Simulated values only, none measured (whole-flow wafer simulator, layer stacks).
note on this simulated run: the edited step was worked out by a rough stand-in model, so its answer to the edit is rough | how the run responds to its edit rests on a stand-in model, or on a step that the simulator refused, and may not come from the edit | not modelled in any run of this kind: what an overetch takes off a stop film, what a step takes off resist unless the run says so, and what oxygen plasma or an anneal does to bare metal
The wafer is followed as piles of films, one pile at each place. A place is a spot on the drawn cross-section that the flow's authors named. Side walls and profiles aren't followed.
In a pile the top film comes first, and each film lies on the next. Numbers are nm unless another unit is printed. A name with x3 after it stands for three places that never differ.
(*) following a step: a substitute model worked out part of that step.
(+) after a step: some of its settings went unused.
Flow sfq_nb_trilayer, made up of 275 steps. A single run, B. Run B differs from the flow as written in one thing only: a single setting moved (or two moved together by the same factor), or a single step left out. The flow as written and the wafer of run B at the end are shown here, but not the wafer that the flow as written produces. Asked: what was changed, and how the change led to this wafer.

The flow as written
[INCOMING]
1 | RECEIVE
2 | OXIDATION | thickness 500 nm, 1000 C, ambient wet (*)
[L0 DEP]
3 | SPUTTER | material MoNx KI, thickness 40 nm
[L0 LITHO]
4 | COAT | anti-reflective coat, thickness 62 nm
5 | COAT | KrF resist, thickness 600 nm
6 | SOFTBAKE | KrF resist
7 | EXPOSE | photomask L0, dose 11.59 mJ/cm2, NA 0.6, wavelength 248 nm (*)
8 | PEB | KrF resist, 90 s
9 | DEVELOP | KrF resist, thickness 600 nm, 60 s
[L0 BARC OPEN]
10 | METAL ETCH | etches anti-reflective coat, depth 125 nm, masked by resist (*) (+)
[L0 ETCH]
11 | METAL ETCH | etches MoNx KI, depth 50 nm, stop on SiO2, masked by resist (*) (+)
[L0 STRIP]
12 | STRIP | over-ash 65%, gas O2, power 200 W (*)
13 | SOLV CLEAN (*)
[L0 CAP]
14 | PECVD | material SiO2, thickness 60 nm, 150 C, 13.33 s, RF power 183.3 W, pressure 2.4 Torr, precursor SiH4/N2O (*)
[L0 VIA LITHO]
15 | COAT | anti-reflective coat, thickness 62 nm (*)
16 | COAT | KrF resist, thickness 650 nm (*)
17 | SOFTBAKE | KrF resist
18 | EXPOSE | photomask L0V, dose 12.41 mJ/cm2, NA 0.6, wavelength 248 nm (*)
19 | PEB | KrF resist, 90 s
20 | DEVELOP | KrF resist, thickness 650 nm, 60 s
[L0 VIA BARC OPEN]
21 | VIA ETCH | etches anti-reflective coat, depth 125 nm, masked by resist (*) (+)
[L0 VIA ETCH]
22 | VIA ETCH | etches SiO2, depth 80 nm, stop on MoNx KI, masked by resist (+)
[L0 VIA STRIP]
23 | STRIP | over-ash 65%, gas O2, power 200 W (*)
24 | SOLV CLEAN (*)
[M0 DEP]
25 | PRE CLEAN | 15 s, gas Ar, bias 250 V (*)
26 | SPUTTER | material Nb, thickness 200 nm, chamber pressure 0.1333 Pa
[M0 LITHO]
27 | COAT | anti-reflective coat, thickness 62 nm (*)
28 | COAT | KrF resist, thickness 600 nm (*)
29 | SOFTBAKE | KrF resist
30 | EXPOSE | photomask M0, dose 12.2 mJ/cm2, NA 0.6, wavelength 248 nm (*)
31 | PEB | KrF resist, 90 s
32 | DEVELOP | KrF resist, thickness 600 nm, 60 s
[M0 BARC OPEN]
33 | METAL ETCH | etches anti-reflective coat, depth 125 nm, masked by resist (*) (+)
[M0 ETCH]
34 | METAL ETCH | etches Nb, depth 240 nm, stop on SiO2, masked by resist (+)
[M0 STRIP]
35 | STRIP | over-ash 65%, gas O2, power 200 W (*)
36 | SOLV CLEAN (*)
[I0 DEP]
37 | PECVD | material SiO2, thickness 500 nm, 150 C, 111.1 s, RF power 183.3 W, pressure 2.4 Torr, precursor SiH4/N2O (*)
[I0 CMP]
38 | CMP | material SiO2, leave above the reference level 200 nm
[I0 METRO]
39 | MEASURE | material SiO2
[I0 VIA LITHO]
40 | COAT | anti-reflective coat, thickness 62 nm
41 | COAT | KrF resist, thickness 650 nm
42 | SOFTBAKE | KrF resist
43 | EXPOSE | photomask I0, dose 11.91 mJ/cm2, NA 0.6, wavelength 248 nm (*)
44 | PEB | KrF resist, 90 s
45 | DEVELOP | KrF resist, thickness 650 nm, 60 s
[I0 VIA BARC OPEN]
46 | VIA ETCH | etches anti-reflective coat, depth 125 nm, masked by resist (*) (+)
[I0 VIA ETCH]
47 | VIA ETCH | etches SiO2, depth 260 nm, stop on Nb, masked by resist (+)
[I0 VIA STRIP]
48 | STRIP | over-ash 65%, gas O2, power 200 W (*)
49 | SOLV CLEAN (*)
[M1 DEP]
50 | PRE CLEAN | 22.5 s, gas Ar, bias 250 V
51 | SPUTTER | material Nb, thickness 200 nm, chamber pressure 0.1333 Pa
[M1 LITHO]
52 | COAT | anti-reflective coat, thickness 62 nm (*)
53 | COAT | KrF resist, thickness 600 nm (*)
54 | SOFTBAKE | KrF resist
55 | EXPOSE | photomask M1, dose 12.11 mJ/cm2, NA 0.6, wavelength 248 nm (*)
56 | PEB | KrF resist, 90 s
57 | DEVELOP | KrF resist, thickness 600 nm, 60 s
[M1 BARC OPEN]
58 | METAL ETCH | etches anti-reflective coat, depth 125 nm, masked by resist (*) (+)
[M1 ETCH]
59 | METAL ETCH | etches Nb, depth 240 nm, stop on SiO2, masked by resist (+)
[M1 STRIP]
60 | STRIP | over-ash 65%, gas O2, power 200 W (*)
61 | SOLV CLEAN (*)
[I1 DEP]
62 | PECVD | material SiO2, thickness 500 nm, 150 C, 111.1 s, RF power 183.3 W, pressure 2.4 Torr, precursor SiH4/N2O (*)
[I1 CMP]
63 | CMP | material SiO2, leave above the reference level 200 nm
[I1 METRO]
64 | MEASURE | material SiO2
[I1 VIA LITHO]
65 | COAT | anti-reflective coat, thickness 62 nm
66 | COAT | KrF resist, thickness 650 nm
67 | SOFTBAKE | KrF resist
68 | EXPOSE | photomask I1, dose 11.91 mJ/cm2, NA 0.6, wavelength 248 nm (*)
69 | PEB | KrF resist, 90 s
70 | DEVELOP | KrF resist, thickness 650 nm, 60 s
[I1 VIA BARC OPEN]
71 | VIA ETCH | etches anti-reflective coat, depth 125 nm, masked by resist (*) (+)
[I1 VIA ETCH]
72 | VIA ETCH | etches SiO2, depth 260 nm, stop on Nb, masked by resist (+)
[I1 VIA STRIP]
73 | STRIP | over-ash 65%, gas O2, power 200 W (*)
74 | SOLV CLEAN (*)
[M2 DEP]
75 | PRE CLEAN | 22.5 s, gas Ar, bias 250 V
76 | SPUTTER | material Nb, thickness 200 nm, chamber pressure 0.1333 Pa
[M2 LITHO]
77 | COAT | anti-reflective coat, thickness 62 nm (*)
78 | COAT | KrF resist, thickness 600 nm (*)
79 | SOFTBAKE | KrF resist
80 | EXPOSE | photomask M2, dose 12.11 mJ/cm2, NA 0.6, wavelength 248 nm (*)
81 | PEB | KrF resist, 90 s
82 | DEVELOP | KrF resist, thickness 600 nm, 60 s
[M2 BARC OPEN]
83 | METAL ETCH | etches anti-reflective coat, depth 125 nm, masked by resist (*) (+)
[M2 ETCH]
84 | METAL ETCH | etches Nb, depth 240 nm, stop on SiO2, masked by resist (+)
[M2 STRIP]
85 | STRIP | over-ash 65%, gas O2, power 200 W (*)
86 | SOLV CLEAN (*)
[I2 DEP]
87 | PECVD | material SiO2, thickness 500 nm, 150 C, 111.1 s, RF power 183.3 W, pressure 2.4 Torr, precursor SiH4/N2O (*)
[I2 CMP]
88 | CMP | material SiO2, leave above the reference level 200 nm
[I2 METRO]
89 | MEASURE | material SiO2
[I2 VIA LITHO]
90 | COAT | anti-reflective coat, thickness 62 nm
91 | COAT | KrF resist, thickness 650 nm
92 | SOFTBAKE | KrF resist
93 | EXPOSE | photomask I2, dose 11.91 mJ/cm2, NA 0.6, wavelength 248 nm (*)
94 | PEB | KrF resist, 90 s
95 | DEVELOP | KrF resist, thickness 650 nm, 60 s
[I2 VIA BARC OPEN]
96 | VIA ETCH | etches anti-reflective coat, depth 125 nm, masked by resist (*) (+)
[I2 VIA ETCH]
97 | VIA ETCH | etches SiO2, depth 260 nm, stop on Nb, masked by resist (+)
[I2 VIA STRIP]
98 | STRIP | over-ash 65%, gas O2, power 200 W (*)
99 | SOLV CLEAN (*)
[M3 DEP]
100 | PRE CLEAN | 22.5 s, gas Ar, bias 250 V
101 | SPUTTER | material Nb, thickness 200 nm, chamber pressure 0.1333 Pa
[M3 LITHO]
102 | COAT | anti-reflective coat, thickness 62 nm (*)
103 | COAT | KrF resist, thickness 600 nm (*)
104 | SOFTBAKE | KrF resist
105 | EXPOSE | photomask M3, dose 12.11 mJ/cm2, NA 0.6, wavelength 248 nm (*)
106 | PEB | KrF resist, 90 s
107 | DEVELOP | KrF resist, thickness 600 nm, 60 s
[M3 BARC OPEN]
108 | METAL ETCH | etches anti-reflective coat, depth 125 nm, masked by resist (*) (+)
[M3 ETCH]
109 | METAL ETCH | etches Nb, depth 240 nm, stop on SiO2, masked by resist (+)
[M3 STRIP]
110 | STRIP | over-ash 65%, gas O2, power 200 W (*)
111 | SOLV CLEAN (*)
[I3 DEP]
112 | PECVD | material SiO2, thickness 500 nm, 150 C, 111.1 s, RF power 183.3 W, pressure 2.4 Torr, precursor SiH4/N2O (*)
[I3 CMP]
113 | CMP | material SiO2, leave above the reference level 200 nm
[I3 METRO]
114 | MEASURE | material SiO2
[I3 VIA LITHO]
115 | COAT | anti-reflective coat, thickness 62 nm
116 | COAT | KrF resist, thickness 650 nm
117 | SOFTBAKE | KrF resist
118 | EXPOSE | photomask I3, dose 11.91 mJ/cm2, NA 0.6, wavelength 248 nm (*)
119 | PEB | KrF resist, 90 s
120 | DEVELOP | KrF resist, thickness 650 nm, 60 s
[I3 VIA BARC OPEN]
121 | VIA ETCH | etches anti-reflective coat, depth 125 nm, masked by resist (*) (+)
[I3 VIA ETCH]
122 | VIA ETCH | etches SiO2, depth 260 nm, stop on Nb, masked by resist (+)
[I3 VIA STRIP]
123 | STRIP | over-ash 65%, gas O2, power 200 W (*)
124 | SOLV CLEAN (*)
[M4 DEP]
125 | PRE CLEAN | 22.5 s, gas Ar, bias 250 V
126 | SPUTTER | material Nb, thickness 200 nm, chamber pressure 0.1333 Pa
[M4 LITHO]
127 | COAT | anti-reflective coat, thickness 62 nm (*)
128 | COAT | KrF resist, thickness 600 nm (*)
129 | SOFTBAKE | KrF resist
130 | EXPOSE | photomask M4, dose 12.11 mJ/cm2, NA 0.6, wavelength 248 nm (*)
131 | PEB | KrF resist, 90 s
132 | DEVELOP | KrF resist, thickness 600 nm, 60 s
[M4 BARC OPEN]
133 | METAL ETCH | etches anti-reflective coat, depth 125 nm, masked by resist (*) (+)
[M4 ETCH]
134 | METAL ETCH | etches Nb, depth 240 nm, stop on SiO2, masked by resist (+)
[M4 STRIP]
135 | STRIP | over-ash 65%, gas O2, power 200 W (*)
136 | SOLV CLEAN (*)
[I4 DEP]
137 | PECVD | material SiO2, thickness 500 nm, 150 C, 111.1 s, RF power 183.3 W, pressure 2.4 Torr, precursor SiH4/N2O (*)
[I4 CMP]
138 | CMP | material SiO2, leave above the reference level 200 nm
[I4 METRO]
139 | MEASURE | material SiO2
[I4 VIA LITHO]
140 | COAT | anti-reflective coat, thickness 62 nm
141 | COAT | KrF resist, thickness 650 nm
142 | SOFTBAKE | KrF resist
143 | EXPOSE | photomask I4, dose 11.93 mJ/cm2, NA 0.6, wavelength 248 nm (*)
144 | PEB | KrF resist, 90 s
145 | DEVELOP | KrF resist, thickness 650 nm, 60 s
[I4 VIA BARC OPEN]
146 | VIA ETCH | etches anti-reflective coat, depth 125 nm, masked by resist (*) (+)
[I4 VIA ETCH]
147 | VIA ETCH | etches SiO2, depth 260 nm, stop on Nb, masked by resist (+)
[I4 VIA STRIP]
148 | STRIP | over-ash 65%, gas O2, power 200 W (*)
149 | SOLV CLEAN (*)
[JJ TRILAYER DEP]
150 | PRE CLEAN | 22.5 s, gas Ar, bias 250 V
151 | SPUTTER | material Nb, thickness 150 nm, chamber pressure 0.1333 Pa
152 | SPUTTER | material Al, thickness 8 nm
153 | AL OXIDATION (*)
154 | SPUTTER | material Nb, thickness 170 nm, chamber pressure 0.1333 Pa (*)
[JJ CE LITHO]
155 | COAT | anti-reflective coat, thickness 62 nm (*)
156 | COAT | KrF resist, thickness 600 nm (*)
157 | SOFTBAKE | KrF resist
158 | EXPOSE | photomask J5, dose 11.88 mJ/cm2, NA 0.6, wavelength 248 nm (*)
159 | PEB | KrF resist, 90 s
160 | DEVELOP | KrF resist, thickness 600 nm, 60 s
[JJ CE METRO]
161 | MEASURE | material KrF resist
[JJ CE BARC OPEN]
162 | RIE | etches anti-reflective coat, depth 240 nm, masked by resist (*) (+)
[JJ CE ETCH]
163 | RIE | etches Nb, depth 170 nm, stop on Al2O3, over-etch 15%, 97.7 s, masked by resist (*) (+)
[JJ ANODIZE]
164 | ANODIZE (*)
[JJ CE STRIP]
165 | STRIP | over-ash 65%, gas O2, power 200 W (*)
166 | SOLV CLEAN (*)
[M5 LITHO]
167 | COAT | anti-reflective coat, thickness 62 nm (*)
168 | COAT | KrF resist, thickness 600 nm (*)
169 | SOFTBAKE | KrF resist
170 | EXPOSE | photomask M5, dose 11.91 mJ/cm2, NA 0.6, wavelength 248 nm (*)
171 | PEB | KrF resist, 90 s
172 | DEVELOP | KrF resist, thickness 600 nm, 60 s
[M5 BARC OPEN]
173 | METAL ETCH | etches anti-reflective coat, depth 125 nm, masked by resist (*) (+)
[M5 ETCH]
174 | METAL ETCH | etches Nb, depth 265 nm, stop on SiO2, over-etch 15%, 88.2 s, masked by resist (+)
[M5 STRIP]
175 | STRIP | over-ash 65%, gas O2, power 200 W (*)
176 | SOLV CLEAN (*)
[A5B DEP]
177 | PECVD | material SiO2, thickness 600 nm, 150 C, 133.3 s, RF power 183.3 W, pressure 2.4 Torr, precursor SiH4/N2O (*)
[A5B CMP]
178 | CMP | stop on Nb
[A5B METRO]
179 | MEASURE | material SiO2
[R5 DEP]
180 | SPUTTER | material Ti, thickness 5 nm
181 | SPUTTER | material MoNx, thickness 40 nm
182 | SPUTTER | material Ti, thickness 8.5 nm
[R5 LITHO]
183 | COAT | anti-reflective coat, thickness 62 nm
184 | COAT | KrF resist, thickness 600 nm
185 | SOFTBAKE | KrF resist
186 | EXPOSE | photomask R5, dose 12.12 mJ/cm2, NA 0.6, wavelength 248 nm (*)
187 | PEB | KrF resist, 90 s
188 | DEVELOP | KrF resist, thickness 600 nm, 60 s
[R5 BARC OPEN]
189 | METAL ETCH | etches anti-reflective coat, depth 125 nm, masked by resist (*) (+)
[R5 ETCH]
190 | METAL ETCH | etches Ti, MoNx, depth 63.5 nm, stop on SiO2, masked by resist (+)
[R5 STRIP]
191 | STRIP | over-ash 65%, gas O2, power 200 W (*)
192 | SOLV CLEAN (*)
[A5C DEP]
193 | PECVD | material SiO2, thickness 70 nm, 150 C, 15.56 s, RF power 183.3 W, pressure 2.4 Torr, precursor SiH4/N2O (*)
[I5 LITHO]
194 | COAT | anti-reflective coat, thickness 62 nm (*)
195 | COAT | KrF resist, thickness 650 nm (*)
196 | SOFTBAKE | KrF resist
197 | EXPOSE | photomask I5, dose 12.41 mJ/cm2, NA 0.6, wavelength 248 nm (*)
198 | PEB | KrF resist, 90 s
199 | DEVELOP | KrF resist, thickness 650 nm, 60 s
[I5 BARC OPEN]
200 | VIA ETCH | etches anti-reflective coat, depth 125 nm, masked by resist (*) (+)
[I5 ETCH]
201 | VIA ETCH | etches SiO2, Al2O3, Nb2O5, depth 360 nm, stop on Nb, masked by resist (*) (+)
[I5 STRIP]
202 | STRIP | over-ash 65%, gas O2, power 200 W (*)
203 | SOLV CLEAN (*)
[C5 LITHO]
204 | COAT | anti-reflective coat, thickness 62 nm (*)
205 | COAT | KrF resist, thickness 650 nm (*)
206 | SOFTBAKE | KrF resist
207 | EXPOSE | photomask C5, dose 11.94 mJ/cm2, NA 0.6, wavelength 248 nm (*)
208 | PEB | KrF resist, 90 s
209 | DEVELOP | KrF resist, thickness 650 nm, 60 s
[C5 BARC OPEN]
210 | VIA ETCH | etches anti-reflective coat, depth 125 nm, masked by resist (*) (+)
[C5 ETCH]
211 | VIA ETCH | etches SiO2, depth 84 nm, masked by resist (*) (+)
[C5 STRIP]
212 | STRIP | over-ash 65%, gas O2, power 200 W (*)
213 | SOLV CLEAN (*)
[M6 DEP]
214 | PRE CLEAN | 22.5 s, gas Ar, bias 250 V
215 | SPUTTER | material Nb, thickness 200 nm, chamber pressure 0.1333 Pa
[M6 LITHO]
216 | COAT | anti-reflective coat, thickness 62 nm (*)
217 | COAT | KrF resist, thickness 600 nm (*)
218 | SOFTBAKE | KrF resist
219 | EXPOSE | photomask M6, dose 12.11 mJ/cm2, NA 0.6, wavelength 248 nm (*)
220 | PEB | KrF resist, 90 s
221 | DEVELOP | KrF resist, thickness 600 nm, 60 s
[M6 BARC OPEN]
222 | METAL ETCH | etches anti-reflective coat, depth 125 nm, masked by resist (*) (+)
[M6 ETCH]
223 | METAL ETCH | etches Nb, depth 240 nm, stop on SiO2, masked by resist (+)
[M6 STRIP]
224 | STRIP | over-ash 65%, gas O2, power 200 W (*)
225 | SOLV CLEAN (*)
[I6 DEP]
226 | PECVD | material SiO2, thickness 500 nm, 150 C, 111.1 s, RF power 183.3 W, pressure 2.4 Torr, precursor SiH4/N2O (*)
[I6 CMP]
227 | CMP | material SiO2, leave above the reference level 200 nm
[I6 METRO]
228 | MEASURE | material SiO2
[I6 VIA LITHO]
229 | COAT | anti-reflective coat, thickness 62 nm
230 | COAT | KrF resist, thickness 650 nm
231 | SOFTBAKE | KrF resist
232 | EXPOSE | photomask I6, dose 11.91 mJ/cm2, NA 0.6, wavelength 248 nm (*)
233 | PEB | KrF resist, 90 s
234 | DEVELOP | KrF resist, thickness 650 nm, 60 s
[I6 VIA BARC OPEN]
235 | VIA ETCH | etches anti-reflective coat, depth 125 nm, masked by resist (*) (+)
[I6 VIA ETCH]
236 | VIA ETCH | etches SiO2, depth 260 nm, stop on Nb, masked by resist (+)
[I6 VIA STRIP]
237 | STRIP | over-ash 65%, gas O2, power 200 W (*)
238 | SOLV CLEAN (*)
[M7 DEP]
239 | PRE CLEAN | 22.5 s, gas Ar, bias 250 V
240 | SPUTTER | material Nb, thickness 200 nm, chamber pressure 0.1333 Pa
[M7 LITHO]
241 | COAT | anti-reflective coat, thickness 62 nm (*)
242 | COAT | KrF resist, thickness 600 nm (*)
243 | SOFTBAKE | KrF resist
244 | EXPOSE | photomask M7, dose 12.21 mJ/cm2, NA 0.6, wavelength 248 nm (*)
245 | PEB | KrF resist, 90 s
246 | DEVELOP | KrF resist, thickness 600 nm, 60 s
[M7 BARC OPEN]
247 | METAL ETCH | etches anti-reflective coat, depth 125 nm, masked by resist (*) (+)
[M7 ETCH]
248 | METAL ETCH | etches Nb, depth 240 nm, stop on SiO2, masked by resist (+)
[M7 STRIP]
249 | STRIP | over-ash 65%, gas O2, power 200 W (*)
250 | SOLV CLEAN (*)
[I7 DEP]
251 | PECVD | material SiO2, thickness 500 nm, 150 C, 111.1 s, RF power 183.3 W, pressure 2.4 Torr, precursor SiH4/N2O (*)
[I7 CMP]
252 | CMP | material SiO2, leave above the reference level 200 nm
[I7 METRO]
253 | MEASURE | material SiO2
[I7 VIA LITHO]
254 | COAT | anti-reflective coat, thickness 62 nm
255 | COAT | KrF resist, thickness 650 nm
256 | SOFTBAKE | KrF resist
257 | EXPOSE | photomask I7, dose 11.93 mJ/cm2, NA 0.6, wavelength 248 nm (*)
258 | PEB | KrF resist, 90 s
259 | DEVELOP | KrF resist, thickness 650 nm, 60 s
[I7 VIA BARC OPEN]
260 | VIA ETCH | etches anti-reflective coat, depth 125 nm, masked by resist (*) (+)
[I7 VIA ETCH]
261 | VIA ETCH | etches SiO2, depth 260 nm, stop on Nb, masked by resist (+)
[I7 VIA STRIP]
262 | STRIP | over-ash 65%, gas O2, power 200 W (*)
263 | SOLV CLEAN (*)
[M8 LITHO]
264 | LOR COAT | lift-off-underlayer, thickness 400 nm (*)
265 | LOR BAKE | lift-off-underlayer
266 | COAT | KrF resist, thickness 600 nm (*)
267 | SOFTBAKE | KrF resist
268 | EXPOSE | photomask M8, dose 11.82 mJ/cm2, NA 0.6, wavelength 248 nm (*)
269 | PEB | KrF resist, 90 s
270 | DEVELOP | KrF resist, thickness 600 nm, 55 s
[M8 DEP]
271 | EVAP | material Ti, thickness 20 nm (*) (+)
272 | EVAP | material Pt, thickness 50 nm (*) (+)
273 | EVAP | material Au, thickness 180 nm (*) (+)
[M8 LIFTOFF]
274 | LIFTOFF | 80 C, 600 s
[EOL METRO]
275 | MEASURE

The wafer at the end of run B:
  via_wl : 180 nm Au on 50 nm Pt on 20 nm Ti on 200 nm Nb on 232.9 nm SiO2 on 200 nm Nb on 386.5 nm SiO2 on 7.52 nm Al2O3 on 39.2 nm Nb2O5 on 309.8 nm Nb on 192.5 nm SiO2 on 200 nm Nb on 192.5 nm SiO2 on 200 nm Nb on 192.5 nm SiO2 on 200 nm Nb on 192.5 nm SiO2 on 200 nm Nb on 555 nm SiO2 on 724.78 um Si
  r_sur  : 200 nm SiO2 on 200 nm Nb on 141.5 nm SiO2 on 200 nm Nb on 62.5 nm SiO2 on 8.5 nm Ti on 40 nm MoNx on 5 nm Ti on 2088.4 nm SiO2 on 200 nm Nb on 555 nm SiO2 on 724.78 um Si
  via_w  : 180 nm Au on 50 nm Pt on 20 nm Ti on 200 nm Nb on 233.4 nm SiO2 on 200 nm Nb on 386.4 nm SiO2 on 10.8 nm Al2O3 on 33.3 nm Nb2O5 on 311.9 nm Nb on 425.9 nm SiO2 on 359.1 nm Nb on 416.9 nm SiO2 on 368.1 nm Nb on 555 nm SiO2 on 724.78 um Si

What caused this: step 177, PECVD: thickness 342 nm was run, while the flow as written has thickness 600 nm; step 177, PECVD: 76 s was run, where the flow has 133.3 s.

The path from the change to this, step by step:
  177 | PECVD | material SiO2, thickness 600 nm, 150 C, 133.3 s, RF power 183.3 W, pressure 2.4 Torr, precursor SiH4/N2O (*)
      v_sur, via_sp, via_v and 47 more: +342 SiO2 (new film) (in the flow as written it would be: +600 SiO2 (new film))
      field_l, p4_fl, p4_fm and 39 more: +342 SiO2 (in the flow as written it would be: +600 SiO2)
      (as well as at 14 more places)
  178 | CMP | stop on Nb
      r_sur, res, r_end, moat, field_r, lsp_l: nothing (in the flow as written it would be: -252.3 SiO2)
      via_wl, via_wr: nothing (in the flow as written it would be: -235.7 SiO2)
      (as well as at 98 more places)
  181 | SPUTTER | material MoNx, thickness 40 nm
      via_wl, via_wr: +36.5 MoNx (new film) (in the flow as written it would be: +40 MoNx (new film))
  182 | SPUTTER | material Ti, thickness 8.5 nm
      via_wl, via_wr: +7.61 Ti (new film) (in the flow as written it would be: +8.5 Ti (new film))
  183 | COAT | anti-reflective coat, thickness 62 nm
      via_wl, via_wr: +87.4 anti-reflective coat (new film) (in the flow as written it would be: +62 anti-reflective coat (new film))
      v_sur: +56.6 anti-reflective coat (new film) (in the flow as written it would be: +62 anti-reflective coat (new film))
      (as well as at 2 more places)
  184 | COAT | KrF resist, thickness 600 nm
      via_w: +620 KrF resist (new film) (in the flow as written it would be: +600 KrF resist (new film))
  188 | DEVELOP | KrF resist, thickness 600 nm, 60 s
      via_w: -618.7 KrF resist (all of it) (in the flow as written it would be: -598.7 KrF resist (all of it))
  189 | METAL ETCH | etches anti-reflective coat, depth 125 nm, masked by resist (*) (+)
      via_wl, via_wr: -87.4 anti-reflective coat (all of it) (in the flow as written it would be: -62 anti-reflective coat (all of it))
      v_sur: -56.6 anti-reflective coat (all of it) (in the flow as written it would be: -62 anti-reflective coat (all of it))
      (as well as at 2 more places)
  190 | METAL ETCH | etches Ti, MoNx, depth 63.5 nm, stop on SiO2, masked by resist (+)
      via_wl, via_wr: -7.61 Ti (all of it), -36.5 MoNx (all of it), -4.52 Ti (all of it) (in the flow as written it would be: -8.5 Ti (all of it), -40 MoNx (all of it), -5 Ti (all of it))
  194 | COAT | anti-reflective coat, thickness 62 nm (*)
      v_sur: +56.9 anti-reflective coat (new film) (in the flow as written it would be: +62.2 anti-reflective coat (new film))
      via_wl: +83 anti-reflective coat (new film) (in the flow as written it would be: +62.2 anti-reflective coat (new film))
      (as well as at 3 more places)
  195 | COAT | KrF resist, thickness 650 nm (*)
      via_w: +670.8 KrF resist (new film) (in the flow as written it would be: +650.6 KrF resist (new film))
  202 | STRIP | over-ash 65%, gas O2, power 200 W (*)
      v_sur: -332.4 KrF resist (all of it), -56.9 anti-reflective coat (all of it) (in the flow as written it would be: -333.7 KrF resist (all of it), -62.2 anti-reflective coat (all of it))
      via_wl: -344.6 KrF resist (all of it), -83 anti-reflective coat (all of it) (in the flow as written it would be: -333.7 KrF resist (all of it), -62.2 anti-reflective coat (all of it))
      (as well as at 3 more places)
  204 | COAT | anti-reflective coat, thickness 62 nm (*)
      v_sur: +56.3 anti-reflective coat (new film) (in the flow as written it would be: +61.6 anti-reflective coat (new film))
      via_wl: +82.3 anti-reflective coat (new film) (in the flow as written it would be: +61.6 anti-reflective coat (new film))
      (as well as at 3 more places)
  205 | COAT | KrF resist, thickness 650 nm (*)
      via_w: +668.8 KrF resist (new film) (in the flow as written it would be: +648.6 KrF resist (new film))
  212 | STRIP | over-ash 65%, gas O2, power 200 W (*)
      v_sur: -560.8 KrF resist (all of it), -56.3 anti-reflective coat (all of it) (in the flow as written it would be: -562.4 KrF resist (all of it), -61.6 anti-reflective coat (all of it))
      via_wl: -572.9 KrF resist (all of it), -82.3 anti-reflective coat (all of it) (in the flow as written it would be: -562.3 KrF resist (all of it), -61.6 anti-reflective coat (all of it))
      (as well as at 3 more places)
  216 | COAT | anti-reflective coat, thickness 62 nm (*)
      v_sur: +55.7 anti-reflective coat (new film) (in the flow as written it would be: +61.6 anti-reflective coat (new film))
      via_wl: +80.1 anti-reflective coat (new film) (in the flow as written it would be: +61.5 anti-reflective coat (new film))
      (as well as at 3 more places)
  ... another 2 steps ...
  227 | CMP | material SiO2, leave above the reference level 200 nm
      moat, field_r, lsp_l: -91 SiO2 (in the flow as written it would be: -93.6 SiO2)
      via_wl, via_wr: -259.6 SiO2 (in the flow as written it would be: -300 SiO2)
      (as well as at 2 more places)
